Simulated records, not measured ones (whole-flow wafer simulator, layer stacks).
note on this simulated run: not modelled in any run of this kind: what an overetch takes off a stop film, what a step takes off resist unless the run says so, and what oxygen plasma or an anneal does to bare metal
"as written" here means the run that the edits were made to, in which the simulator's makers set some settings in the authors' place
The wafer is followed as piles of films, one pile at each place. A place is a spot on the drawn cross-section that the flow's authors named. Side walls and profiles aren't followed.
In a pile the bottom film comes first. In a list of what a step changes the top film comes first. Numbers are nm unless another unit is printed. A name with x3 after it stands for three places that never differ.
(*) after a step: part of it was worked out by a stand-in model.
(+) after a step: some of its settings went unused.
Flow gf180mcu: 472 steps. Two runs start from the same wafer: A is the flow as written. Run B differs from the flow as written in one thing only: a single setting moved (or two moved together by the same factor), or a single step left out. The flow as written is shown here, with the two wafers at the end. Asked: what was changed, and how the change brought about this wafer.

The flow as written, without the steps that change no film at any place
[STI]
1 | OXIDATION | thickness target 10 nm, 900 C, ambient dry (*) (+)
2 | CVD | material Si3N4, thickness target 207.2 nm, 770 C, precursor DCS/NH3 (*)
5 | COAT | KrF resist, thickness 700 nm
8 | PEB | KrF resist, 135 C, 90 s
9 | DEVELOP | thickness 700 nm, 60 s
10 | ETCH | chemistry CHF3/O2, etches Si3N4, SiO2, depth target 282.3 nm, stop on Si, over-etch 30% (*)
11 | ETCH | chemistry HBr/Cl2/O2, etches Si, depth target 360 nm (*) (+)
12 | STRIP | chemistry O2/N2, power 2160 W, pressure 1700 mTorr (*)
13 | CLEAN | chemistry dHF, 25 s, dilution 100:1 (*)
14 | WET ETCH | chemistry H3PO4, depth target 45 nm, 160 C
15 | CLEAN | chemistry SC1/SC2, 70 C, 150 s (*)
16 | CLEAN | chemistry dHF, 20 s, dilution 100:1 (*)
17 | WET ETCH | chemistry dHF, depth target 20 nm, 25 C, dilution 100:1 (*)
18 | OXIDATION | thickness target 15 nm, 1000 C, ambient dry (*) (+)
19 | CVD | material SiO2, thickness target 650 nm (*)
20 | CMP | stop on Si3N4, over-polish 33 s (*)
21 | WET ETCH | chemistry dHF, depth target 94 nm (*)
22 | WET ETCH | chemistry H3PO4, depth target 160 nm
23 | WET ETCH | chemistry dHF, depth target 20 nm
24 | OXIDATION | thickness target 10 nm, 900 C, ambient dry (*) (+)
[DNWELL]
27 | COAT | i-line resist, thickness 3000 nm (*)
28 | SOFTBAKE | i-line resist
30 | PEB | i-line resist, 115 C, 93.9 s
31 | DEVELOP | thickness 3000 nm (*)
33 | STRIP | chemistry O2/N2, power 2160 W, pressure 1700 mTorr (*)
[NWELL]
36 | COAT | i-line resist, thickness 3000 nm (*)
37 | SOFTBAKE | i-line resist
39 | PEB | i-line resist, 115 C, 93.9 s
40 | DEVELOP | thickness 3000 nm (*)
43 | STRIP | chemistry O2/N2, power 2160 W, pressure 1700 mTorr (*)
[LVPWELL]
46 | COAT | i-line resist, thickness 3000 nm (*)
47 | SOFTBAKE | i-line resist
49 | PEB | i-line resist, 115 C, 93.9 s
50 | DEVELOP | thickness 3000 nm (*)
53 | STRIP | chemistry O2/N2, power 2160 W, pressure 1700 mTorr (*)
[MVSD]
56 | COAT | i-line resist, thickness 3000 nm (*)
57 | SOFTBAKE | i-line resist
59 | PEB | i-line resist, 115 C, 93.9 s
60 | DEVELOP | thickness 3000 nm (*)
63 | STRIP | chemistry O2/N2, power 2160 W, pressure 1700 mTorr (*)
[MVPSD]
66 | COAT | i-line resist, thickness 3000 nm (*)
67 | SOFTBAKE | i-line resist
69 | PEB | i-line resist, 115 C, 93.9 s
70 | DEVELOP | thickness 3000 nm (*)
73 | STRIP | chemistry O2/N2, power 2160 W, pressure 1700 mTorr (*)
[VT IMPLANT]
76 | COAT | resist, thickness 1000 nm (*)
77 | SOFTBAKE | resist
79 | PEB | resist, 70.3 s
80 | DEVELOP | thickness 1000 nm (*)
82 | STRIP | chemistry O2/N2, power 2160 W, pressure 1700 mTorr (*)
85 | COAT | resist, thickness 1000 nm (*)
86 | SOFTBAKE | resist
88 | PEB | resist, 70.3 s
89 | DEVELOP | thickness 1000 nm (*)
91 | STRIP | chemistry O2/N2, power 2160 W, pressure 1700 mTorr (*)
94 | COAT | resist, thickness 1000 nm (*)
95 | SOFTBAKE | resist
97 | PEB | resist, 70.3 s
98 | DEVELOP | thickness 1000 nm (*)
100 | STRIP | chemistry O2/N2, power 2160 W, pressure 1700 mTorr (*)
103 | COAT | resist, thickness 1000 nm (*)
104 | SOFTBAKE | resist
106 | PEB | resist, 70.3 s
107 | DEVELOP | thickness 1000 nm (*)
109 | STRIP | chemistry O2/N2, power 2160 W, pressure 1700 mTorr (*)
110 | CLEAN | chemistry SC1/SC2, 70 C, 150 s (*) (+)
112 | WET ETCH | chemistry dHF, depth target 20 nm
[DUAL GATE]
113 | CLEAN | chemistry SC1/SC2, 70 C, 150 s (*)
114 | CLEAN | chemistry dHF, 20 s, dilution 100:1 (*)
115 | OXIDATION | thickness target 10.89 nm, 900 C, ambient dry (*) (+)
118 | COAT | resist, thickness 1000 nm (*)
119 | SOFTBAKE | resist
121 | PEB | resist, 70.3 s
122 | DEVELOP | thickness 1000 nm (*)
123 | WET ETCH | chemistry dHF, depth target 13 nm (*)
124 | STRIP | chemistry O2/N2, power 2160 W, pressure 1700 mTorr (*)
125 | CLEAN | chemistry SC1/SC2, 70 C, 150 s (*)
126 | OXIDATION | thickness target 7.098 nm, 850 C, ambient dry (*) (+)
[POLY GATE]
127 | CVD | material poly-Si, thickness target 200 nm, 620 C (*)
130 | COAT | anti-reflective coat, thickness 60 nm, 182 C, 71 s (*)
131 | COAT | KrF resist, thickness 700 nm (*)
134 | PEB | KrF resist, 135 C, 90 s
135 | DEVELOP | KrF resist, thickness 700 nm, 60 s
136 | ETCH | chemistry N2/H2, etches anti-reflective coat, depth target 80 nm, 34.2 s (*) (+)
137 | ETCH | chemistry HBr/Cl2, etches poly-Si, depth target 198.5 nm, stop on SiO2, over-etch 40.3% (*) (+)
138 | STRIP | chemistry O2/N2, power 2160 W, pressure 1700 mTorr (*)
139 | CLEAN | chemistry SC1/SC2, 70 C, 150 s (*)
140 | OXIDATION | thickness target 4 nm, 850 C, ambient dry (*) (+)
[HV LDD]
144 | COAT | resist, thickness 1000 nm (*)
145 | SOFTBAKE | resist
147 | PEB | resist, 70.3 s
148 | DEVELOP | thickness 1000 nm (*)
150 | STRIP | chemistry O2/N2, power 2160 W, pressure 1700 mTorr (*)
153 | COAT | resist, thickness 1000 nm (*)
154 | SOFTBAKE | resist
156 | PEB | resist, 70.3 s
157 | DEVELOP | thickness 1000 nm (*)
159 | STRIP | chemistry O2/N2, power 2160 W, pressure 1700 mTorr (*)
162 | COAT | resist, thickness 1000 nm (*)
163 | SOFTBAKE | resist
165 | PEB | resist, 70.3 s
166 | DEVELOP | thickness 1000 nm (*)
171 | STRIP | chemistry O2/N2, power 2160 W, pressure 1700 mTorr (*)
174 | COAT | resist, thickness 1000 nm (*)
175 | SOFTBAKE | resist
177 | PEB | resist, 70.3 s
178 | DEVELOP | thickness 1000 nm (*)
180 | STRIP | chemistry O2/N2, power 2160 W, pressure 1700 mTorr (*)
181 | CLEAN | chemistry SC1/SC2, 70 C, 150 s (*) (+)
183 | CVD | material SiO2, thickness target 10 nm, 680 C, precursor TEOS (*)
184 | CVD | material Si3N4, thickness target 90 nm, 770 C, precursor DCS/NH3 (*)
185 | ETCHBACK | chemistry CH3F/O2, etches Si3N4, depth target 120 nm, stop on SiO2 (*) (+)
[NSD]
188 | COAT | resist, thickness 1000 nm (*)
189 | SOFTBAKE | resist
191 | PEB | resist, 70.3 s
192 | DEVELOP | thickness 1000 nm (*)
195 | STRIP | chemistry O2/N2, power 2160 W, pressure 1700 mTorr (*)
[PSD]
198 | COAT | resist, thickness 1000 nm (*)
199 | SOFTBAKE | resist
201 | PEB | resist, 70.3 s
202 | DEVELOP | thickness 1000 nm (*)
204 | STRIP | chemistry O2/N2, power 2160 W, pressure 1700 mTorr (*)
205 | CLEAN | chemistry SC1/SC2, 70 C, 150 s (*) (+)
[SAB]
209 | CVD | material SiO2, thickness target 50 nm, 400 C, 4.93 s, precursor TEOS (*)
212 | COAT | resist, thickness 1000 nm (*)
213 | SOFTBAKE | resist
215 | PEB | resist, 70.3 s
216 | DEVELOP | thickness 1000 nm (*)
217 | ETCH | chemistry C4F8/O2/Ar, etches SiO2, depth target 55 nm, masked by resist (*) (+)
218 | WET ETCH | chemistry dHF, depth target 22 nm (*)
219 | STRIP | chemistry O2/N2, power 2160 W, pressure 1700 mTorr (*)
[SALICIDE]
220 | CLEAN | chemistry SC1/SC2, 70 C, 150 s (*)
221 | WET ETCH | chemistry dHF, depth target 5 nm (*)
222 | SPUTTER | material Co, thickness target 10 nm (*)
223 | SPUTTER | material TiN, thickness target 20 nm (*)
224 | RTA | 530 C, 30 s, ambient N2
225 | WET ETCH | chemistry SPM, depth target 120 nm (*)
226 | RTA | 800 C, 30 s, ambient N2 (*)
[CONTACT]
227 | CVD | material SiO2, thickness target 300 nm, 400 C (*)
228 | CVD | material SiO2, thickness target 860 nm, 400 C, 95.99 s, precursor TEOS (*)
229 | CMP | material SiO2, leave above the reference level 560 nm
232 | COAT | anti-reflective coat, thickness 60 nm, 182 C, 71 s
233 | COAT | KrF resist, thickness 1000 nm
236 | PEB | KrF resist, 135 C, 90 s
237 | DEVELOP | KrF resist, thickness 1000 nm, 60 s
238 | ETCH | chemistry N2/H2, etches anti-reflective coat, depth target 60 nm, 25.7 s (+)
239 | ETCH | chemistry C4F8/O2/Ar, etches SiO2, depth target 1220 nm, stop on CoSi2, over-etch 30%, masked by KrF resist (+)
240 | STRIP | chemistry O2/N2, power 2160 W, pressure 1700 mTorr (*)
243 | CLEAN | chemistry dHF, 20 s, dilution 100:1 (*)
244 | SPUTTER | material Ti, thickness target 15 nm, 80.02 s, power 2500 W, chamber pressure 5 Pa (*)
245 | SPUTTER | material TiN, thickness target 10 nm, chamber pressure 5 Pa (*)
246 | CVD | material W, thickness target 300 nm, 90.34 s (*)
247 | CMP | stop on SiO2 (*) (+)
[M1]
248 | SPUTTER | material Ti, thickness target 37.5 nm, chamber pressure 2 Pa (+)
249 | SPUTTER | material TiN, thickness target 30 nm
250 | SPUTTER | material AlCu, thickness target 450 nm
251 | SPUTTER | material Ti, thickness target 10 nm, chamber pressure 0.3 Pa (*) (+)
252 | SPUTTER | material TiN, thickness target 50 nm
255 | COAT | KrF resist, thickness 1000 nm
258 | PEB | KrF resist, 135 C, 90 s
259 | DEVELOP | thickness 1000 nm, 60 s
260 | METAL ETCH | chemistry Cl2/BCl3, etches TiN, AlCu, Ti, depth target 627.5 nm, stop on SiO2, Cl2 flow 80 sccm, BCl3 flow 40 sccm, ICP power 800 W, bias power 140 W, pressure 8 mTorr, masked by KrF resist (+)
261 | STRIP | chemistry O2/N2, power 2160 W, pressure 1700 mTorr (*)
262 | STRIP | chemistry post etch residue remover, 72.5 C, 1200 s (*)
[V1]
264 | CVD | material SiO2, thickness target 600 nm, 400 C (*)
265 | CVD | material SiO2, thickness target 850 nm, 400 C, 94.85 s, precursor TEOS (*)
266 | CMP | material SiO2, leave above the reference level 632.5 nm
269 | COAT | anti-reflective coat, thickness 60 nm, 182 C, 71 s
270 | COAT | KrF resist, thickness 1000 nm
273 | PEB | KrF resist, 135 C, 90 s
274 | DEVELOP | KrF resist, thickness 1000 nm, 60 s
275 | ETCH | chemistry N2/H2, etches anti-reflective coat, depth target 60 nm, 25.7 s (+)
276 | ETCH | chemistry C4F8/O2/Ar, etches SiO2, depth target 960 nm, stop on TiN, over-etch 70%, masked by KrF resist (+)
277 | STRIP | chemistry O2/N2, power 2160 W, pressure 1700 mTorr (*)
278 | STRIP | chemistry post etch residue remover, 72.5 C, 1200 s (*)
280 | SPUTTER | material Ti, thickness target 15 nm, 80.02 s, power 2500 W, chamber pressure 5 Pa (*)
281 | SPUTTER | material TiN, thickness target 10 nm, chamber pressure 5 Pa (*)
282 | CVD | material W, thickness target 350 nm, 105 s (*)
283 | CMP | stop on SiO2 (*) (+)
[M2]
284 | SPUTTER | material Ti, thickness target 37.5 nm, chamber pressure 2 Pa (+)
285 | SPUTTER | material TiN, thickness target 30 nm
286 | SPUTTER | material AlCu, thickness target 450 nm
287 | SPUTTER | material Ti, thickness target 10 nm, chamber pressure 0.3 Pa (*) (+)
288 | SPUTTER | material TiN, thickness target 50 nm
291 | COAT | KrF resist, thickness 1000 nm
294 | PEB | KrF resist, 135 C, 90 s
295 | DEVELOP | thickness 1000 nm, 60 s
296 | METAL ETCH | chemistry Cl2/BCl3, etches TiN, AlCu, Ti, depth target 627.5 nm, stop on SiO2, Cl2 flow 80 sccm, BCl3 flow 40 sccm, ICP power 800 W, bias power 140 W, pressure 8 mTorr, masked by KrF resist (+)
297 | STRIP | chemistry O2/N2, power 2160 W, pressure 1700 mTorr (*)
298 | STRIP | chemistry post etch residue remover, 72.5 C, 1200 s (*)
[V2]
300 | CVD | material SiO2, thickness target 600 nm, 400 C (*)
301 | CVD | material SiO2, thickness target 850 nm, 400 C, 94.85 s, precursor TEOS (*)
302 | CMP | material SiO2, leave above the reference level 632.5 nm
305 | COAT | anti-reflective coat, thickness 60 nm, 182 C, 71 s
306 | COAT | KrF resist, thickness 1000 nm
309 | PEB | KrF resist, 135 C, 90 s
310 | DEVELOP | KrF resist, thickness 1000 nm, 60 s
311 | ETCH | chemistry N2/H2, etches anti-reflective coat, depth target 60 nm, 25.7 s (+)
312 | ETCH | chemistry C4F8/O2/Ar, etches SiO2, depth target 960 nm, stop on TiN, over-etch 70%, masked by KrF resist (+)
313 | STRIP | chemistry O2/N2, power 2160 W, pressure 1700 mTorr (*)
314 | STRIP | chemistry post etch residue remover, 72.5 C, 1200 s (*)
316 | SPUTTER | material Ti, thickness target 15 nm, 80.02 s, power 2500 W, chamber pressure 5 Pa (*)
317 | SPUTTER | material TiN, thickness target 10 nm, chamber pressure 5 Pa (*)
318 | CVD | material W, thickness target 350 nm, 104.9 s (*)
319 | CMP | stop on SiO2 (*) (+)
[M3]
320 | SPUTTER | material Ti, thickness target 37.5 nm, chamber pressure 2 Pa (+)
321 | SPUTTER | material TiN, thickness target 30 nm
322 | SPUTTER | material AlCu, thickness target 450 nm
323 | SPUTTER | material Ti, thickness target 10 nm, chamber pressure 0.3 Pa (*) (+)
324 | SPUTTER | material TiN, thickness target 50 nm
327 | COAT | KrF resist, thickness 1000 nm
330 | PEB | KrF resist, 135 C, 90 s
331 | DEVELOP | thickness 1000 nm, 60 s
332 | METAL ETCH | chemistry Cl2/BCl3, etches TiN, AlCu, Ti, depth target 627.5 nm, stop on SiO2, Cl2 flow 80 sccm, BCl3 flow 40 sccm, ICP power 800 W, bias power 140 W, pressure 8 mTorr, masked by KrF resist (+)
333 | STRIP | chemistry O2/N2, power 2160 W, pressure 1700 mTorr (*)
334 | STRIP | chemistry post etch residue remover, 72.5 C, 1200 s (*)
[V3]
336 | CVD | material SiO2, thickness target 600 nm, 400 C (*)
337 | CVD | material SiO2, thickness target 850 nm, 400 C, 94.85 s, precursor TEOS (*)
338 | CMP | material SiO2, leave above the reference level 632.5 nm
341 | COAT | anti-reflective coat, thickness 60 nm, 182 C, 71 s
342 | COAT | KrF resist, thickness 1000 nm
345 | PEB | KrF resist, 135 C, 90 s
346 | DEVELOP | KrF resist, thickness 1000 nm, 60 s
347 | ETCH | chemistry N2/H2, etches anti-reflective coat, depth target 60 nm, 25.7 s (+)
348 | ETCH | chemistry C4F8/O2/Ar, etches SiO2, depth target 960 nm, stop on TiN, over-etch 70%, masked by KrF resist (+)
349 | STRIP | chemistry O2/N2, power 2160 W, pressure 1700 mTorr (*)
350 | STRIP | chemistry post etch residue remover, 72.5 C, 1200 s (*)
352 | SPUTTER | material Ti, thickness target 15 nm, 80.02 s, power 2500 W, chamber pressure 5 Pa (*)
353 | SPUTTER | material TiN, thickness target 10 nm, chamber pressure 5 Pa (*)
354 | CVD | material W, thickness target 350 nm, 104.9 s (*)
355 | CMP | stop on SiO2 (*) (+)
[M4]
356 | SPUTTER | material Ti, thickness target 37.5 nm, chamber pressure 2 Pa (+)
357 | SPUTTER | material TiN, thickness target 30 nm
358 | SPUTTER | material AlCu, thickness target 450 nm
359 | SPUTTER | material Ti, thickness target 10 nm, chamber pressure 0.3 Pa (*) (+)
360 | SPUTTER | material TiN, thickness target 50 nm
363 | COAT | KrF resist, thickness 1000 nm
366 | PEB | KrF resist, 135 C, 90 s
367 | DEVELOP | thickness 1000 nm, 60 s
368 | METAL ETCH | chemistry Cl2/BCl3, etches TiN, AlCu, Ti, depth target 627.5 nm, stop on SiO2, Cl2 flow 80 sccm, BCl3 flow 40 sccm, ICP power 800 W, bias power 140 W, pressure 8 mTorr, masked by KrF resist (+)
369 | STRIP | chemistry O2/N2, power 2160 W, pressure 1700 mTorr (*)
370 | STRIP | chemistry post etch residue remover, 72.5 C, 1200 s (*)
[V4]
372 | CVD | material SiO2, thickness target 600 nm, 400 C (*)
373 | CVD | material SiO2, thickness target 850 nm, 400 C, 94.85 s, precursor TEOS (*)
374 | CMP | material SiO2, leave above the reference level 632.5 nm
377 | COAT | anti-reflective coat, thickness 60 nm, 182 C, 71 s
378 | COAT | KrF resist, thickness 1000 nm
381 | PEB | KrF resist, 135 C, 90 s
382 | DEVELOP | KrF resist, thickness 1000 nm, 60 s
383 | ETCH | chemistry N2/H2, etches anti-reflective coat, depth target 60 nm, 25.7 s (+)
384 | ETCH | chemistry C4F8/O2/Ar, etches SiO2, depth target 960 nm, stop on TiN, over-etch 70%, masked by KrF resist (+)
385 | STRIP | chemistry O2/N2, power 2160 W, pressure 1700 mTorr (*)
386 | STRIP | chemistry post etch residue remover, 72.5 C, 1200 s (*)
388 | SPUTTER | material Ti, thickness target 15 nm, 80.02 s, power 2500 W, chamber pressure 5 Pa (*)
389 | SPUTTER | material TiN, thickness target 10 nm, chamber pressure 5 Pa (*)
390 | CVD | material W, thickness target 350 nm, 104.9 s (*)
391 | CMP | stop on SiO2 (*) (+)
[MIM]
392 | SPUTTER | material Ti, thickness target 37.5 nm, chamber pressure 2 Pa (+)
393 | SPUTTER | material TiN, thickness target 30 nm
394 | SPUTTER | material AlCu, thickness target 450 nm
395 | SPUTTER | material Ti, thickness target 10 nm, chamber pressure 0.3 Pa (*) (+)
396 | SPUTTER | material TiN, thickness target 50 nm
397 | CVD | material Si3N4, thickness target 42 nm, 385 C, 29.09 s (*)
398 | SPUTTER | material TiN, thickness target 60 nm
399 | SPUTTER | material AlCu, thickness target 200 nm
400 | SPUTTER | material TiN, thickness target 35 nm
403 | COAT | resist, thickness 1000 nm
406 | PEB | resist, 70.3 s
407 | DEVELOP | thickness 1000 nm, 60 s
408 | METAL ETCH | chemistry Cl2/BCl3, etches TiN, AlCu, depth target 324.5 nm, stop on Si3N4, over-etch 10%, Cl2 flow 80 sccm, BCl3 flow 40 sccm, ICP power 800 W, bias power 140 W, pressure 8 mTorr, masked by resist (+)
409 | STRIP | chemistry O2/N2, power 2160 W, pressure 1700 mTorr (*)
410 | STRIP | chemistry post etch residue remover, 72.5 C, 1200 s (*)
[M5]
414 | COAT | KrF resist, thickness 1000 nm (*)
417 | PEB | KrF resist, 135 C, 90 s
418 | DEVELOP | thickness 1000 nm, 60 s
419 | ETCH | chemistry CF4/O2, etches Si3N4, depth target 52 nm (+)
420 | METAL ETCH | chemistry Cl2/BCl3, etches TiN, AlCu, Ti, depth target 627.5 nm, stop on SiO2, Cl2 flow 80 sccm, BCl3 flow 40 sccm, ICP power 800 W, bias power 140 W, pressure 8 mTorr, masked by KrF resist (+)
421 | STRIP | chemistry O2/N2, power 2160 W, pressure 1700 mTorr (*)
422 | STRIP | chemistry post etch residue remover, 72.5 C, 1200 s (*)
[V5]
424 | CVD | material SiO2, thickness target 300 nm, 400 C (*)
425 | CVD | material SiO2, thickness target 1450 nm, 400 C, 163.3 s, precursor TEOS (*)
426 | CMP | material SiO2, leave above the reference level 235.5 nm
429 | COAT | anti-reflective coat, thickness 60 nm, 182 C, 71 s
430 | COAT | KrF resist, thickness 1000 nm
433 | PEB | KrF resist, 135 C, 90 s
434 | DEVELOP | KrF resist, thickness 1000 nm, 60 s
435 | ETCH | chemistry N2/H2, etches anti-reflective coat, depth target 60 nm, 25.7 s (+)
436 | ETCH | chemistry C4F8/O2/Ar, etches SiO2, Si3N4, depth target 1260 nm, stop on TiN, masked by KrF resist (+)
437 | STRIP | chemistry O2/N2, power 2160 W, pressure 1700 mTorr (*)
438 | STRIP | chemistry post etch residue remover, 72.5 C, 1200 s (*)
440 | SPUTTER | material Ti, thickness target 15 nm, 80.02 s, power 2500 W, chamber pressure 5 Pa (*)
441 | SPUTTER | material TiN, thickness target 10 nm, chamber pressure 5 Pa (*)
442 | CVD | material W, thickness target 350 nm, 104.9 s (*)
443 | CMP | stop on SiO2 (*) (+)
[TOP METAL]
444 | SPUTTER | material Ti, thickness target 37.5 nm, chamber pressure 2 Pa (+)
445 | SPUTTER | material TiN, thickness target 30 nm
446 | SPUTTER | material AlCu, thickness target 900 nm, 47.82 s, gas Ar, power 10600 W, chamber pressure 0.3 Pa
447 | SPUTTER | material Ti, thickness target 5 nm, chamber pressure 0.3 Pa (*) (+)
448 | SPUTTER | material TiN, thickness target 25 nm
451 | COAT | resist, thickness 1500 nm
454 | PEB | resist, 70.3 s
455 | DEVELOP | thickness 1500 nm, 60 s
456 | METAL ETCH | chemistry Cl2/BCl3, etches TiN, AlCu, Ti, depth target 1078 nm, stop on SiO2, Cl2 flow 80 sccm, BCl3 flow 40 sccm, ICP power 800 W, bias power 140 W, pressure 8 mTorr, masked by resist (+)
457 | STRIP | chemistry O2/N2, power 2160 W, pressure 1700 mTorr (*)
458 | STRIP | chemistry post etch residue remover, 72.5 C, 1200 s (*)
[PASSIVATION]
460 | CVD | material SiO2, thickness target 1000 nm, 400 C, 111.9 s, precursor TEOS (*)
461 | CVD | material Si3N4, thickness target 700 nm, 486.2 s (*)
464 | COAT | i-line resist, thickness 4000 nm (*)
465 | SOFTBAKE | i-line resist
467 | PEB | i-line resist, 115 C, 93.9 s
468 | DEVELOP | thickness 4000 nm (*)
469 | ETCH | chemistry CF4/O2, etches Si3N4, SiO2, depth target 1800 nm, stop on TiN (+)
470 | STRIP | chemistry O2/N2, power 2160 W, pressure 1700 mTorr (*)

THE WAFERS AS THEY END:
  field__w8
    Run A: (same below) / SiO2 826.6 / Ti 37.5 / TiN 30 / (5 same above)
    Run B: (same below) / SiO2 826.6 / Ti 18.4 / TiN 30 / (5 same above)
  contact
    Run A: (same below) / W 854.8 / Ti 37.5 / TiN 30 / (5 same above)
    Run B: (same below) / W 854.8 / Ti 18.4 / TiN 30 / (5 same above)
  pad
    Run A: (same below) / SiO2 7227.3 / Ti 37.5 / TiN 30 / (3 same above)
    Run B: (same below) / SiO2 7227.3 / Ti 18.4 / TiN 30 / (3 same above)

The reason: step 444, SPUTTER: thickness target 18.4 nm was run, while the flow as written has thickness target 37.5 nm.
The wafer lets one read it off: field__w8 has Ti 18.4, and step 444 as written asks for 37.5 nm.

Step by step, how the change led to this:
  444 | SPUTTER | material Ti, thickness target 37.5 nm, chamber pressure 2 Pa (+)
      field, field__w1, field__w2 and 109 more: A Ti gains 37.5 (new film) | B Ti gains 18.4 (new film)
  456 | METAL ETCH | chemistry Cl2/BCl3, etches TiN, AlCu, Ti, depth target 1078 nm, stop on SiO2, Cl2 flow 80 sccm, BCl3 flow 40 sccm, ICP power 800 W, bias power 140 W, pressure 8 mTorr, masked by resist (+)
      field, field__w1, field__w2 and 103 more: A TiN loses 25 (all of it), Ti loses 5 (all of it), AlCu loses 900 (all of it), TiN loses 30 (all of it), Ti loses 37.5 (all of it) | B TiN loses 25 (all of it), Ti loses 5 (all of it), AlCu loses 900 (all of it), TiN loses 30 (all of it), Ti loses 18.4 (all of it)
  465 | SOFTBAKE | i-line resist
      field__w11, field__w13: A i-line resist gains 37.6 | B i-line resist gains 36.6
      mim, ppoly_u: A i-line resist gains 37.5 | B i-line resist gains 36.5
      (also at 59 further places)
